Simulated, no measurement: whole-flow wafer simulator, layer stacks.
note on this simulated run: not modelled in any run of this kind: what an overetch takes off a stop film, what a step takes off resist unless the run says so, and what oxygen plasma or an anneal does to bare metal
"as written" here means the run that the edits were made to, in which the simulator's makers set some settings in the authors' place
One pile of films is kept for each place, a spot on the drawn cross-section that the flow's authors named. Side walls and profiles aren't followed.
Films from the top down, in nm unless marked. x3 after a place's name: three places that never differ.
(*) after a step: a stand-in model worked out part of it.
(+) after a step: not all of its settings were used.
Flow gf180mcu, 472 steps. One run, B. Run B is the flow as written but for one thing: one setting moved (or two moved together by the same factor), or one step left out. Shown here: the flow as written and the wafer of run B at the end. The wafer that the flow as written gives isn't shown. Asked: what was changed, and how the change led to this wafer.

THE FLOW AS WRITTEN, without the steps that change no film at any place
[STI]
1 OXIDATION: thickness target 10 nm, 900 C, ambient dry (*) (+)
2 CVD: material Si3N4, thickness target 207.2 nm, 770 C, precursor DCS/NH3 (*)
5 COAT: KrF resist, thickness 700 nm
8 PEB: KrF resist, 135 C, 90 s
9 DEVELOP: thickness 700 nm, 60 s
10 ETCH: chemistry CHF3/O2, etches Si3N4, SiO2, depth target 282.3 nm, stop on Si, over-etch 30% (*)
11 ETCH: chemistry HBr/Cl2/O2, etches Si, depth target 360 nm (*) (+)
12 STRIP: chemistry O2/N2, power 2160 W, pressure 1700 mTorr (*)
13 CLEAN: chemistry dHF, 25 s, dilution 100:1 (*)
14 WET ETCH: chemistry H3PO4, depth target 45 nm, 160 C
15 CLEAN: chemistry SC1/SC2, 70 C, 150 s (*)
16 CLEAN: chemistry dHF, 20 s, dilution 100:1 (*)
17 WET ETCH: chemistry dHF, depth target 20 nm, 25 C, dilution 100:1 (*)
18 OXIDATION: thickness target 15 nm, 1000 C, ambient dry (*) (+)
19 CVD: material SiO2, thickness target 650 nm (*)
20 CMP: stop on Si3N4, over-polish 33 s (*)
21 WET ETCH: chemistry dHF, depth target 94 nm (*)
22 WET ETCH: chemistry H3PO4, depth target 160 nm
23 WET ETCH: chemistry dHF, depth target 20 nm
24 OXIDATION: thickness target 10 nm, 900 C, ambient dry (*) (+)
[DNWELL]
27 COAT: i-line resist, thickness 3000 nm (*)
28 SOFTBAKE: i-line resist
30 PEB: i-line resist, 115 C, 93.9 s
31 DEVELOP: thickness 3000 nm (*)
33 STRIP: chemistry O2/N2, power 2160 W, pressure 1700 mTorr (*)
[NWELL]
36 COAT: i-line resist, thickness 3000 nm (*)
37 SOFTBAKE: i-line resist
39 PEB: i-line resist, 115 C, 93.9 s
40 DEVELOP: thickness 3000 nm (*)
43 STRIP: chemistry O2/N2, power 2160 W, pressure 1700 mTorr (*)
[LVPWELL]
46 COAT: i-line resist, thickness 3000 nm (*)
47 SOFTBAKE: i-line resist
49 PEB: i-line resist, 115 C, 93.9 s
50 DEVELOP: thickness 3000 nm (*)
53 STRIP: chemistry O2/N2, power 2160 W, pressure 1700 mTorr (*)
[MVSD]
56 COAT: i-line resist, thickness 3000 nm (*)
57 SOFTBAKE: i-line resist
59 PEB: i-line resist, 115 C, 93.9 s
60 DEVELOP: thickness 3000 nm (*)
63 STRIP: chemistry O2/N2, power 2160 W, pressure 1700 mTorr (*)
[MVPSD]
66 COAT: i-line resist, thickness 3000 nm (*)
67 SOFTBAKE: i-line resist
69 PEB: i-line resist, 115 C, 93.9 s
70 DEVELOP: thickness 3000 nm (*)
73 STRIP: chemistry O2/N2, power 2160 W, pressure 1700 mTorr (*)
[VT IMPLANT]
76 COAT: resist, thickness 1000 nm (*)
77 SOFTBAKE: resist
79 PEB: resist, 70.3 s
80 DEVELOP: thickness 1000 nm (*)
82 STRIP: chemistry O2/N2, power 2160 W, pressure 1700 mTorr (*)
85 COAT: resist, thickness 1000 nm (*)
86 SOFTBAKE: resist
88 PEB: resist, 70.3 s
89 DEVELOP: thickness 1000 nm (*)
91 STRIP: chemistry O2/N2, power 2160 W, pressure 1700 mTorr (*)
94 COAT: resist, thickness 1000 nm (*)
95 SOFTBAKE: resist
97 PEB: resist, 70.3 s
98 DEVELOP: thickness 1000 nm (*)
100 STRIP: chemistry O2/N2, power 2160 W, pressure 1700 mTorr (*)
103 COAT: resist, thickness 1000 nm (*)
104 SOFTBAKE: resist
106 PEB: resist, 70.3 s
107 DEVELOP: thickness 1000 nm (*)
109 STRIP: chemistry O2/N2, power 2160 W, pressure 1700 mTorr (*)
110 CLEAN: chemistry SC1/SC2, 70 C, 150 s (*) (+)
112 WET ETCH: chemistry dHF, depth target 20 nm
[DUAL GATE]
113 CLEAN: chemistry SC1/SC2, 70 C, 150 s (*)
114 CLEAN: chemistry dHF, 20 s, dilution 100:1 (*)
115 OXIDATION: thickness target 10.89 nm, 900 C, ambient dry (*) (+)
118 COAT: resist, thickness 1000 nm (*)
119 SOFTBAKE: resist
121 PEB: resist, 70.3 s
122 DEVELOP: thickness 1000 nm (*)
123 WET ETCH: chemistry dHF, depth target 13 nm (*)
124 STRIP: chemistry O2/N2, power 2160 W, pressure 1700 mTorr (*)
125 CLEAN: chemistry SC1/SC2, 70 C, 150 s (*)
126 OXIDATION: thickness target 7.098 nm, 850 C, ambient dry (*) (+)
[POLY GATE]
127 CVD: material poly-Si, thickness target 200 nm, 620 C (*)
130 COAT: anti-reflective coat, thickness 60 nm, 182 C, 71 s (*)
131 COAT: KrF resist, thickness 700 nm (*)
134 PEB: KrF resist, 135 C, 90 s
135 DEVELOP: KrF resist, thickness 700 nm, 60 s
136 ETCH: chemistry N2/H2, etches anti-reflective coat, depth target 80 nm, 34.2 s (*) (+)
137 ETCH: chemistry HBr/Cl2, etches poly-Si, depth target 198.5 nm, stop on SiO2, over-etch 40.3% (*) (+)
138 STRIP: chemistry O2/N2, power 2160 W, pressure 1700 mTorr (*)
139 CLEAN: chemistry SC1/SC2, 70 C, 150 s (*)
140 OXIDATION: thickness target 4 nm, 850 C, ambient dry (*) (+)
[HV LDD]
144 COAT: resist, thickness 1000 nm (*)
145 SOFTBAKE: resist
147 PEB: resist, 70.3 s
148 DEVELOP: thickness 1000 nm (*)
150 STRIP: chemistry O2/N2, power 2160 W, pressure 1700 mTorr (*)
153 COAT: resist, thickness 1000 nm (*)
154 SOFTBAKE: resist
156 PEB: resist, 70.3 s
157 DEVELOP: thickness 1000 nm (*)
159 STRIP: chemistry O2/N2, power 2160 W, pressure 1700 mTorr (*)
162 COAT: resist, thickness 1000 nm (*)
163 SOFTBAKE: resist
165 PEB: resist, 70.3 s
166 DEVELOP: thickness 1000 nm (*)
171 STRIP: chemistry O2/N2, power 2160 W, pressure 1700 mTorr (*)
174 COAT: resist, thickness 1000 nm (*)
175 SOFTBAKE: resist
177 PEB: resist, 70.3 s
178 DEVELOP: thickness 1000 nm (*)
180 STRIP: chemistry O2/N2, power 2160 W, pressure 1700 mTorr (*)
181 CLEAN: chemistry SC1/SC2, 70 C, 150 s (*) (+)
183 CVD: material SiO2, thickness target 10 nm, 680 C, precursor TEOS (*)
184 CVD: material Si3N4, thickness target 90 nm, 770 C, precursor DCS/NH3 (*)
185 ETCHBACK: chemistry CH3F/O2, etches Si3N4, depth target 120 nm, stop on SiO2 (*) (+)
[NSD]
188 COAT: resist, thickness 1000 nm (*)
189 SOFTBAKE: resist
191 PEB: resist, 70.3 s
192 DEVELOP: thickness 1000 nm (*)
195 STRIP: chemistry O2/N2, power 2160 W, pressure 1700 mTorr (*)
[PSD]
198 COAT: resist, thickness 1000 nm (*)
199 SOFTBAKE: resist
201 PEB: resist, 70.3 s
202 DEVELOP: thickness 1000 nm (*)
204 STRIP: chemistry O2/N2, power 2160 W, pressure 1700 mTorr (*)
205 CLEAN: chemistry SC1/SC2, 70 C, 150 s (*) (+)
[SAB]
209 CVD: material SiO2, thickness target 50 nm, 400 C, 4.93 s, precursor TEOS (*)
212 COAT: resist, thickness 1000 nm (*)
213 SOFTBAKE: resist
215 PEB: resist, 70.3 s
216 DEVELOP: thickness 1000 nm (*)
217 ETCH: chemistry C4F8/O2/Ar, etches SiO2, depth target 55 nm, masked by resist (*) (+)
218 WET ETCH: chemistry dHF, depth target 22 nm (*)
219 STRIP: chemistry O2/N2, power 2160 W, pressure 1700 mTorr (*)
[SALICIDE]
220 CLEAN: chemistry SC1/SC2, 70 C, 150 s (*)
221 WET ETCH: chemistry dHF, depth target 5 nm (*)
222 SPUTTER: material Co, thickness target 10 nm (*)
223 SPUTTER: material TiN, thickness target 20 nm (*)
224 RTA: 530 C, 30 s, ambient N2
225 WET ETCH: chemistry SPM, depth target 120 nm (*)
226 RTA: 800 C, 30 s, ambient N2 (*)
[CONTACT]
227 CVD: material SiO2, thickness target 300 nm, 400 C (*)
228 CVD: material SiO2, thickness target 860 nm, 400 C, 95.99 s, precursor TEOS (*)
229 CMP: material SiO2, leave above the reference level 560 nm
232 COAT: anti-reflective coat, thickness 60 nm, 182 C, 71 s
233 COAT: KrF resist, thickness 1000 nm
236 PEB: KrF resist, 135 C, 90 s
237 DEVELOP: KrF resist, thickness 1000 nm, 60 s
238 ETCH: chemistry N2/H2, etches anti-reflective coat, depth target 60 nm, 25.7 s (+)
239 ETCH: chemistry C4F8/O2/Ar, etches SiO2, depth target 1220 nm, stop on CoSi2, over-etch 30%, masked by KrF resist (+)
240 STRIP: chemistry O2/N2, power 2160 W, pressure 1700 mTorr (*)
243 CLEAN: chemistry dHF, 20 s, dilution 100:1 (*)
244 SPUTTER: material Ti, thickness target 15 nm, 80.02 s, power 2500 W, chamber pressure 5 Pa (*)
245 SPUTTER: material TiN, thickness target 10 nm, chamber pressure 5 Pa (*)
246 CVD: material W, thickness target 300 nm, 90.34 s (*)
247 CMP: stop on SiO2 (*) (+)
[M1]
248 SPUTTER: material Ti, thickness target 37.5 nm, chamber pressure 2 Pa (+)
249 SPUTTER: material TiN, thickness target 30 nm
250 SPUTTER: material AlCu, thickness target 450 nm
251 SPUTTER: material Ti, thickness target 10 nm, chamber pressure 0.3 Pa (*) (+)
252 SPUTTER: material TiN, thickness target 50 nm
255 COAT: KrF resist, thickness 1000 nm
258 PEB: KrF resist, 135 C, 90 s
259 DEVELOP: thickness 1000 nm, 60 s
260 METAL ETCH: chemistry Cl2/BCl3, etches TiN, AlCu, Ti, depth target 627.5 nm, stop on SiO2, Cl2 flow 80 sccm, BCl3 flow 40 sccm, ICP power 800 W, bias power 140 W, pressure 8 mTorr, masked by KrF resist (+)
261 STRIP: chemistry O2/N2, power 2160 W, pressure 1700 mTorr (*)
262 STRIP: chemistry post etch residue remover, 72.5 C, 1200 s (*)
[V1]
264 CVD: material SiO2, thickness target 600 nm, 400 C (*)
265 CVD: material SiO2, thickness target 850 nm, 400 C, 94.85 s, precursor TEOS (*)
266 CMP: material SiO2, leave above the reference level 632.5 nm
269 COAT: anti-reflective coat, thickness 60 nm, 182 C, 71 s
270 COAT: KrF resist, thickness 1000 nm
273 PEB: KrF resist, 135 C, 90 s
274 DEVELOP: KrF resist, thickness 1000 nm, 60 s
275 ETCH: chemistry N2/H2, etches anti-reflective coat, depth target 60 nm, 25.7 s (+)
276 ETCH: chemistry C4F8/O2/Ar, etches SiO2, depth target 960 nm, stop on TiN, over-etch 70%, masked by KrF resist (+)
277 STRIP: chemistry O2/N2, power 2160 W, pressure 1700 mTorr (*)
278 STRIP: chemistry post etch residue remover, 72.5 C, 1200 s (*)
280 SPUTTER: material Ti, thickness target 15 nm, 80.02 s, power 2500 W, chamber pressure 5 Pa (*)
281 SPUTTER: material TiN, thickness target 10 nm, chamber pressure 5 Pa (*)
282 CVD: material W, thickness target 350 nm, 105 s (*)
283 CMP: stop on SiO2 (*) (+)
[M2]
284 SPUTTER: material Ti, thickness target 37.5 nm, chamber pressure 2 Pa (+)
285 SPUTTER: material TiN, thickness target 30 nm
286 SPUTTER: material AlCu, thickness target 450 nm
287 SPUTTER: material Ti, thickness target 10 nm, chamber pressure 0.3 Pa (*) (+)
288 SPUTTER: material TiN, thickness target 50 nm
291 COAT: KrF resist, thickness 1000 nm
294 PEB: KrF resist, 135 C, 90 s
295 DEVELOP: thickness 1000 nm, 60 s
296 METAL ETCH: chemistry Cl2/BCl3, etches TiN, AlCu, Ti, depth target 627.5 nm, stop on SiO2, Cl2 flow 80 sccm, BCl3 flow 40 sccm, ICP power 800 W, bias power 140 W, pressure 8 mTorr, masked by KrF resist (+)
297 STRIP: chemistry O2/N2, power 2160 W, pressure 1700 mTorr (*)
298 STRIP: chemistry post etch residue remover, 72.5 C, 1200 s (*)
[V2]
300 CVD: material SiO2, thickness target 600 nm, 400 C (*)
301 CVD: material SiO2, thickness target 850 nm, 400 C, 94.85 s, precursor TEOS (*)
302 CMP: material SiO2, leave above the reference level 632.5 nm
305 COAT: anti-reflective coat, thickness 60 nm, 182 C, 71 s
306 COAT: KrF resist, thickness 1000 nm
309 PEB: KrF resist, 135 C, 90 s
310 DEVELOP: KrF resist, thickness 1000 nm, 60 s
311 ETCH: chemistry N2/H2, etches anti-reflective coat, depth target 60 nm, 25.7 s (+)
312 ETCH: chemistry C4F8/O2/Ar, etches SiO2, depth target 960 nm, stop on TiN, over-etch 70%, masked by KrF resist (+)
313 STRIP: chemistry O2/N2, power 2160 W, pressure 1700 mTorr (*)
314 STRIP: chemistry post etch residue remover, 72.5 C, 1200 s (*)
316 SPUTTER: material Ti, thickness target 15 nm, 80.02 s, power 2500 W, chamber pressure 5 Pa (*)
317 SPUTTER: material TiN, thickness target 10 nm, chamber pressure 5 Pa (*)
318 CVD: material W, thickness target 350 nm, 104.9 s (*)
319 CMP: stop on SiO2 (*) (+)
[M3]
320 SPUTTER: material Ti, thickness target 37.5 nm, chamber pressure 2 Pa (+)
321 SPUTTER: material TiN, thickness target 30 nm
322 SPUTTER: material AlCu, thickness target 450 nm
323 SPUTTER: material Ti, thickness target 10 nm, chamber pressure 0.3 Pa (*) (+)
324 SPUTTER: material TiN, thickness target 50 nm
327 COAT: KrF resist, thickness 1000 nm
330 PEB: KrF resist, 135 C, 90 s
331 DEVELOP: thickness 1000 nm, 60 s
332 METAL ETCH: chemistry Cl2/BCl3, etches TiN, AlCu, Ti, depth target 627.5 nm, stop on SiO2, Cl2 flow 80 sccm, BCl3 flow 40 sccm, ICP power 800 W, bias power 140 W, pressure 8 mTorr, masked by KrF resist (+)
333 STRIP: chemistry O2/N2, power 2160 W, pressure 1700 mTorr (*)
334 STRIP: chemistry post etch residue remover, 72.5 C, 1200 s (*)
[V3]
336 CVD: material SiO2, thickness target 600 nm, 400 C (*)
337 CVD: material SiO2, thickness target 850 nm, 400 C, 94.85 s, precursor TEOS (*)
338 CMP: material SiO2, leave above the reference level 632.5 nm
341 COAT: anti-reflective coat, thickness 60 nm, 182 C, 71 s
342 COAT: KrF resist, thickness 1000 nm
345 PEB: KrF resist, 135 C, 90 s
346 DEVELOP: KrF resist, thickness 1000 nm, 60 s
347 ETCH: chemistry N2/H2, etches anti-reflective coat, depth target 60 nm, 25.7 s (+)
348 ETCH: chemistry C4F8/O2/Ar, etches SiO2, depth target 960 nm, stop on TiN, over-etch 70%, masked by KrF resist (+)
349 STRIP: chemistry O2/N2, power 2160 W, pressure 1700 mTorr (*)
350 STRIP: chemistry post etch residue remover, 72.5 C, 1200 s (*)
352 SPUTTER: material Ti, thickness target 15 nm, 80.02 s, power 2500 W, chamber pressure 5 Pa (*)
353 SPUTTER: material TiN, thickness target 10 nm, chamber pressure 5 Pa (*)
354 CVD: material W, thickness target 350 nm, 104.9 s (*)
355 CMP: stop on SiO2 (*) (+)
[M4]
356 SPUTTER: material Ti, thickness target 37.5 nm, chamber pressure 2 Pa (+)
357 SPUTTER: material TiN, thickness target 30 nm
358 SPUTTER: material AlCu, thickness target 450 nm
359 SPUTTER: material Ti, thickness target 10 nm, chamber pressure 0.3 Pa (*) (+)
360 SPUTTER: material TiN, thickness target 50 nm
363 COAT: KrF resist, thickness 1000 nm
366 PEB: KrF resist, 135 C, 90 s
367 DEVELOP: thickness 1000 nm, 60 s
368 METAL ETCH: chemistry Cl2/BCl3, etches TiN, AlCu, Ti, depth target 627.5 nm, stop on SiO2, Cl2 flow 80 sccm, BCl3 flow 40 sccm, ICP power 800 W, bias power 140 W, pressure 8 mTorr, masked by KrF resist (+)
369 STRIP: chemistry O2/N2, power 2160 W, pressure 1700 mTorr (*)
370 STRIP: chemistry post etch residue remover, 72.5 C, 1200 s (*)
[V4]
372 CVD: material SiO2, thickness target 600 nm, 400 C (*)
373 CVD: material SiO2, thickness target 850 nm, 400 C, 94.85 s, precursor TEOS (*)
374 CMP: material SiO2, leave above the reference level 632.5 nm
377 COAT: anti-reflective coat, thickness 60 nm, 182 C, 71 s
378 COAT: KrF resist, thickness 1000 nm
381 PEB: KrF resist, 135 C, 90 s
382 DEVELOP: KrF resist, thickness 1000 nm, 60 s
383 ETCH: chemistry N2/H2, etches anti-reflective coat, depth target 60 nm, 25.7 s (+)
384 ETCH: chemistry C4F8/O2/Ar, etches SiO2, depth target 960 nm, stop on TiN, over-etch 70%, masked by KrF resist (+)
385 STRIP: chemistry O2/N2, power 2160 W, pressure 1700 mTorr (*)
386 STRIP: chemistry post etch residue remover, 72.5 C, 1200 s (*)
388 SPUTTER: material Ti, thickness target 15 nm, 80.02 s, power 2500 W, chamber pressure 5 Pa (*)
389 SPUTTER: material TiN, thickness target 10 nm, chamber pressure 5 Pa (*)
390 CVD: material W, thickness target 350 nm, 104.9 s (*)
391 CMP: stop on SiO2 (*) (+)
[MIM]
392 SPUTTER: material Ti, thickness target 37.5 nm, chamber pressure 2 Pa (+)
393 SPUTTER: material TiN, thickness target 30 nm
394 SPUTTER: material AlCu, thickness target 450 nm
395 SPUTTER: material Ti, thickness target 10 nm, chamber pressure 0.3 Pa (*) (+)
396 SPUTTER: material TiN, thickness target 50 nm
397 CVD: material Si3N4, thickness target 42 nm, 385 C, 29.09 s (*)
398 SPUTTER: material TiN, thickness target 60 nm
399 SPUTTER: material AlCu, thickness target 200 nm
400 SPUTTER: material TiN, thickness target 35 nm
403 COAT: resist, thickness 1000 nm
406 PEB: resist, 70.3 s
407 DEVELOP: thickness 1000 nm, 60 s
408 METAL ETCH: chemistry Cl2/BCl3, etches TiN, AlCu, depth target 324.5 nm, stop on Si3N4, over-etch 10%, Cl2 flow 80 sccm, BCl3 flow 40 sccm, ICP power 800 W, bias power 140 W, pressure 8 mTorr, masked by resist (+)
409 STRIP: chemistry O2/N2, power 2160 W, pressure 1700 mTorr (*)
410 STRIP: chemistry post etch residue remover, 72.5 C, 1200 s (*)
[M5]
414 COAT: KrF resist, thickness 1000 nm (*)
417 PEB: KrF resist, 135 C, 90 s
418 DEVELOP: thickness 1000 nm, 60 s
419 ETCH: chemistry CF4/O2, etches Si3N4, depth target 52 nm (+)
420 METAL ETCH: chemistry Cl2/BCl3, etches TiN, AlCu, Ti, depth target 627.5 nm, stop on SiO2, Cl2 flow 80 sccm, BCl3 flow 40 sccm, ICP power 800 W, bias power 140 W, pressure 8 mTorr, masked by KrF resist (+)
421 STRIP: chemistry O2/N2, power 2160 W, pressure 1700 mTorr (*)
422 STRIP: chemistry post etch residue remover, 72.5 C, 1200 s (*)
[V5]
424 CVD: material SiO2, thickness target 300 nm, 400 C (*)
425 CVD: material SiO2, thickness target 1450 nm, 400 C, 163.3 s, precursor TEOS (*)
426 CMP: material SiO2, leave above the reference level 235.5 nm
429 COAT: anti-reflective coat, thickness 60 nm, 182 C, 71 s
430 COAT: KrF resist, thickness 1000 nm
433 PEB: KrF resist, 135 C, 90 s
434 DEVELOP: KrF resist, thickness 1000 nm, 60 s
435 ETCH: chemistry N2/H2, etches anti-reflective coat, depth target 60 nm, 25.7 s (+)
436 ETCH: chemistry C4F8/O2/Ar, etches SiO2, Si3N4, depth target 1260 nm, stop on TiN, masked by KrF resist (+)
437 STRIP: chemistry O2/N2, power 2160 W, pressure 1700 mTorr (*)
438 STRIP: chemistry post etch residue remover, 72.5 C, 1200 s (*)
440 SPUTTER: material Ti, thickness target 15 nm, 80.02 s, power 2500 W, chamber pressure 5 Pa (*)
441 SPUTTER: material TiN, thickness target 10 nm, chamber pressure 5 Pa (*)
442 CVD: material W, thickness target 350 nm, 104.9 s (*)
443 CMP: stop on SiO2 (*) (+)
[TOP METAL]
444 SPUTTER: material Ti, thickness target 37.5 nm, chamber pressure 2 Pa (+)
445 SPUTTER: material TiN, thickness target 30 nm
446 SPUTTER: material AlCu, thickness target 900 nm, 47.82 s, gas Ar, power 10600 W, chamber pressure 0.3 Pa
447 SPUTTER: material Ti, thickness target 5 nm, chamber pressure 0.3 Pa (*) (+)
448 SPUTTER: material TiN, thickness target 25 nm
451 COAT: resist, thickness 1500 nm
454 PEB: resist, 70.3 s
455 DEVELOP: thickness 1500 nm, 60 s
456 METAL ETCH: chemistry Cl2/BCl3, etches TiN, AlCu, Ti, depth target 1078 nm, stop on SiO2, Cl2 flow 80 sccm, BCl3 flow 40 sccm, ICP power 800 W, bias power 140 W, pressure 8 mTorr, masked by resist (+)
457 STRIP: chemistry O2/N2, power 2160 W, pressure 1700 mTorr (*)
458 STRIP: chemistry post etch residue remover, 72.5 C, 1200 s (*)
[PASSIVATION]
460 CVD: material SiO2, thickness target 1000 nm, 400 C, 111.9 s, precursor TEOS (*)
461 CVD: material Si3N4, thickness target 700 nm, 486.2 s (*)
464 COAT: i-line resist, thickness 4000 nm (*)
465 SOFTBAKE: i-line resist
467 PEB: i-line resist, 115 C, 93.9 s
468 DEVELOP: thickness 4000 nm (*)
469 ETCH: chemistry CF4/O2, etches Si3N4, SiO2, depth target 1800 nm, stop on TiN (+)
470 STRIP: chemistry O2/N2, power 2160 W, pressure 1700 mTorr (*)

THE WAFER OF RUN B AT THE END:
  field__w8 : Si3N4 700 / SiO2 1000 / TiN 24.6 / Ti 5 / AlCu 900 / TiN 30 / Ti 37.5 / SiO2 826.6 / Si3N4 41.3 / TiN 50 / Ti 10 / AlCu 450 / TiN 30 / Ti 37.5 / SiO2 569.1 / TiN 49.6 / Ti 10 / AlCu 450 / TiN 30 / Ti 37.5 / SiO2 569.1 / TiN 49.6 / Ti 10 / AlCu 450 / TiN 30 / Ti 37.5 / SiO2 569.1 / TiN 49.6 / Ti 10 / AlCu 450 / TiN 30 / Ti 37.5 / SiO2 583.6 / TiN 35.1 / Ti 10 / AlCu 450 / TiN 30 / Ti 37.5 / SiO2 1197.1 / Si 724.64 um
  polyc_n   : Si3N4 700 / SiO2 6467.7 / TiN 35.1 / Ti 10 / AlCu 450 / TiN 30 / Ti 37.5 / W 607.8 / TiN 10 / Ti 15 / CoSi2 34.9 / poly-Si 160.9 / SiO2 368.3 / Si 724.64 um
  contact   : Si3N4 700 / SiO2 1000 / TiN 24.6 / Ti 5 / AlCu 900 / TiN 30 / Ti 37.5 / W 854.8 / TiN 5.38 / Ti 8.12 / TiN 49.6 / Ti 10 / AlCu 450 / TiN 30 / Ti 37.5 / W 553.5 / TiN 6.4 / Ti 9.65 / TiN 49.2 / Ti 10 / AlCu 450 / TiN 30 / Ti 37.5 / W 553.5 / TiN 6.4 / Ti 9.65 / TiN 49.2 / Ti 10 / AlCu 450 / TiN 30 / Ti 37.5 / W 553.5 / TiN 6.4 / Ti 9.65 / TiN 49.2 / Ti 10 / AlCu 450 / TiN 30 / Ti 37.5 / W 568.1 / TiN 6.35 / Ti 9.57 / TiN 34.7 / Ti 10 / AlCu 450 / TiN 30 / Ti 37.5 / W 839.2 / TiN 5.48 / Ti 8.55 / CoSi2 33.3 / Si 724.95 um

The cause: step 252, SPUTTER: thickness target 35.5 nm was run, where the flow has thickness target 50 nm.

How the change led to this, step by step:
  252 SPUTTER: material TiN, thickness target 50 nm
      field, field__w1, field__w2 and 108 more: TiN +35.5 (new film) (as written it would be: TiN +50 (new film))
  260 METAL ETCH: chemistry Cl2/BCl3, etches TiN, AlCu, Ti, depth target 627.5 nm, stop on SiO2, Cl2 flow 80 sccm, BCl3 flow 40 sccm, ICP power 800 W, bias power 140 W, pressure 8 mTorr, masked by KrF resist (+)
      field, field__w1, field__w2 and 99 more: TiN -35.5 (all of it), Ti -10 (all of it), AlCu -450 (all of it), TiN -30 (all of it), Ti -37.5 (all of it) (as written it would be: TiN -50 (all of it), Ti -10 (all of it), AlCu -450 (all of it), TiN -30 (all of it), Ti -37.5 (all of it))
  276 ETCH: chemistry C4F8/O2/Ar, etches SiO2, depth target 960 nm, stop on TiN, over-etch 70%, masked by KrF resist (+)
      contact: SiO2 -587 (all of it) (as written it would be: SiO2 -572.5 (all of it))
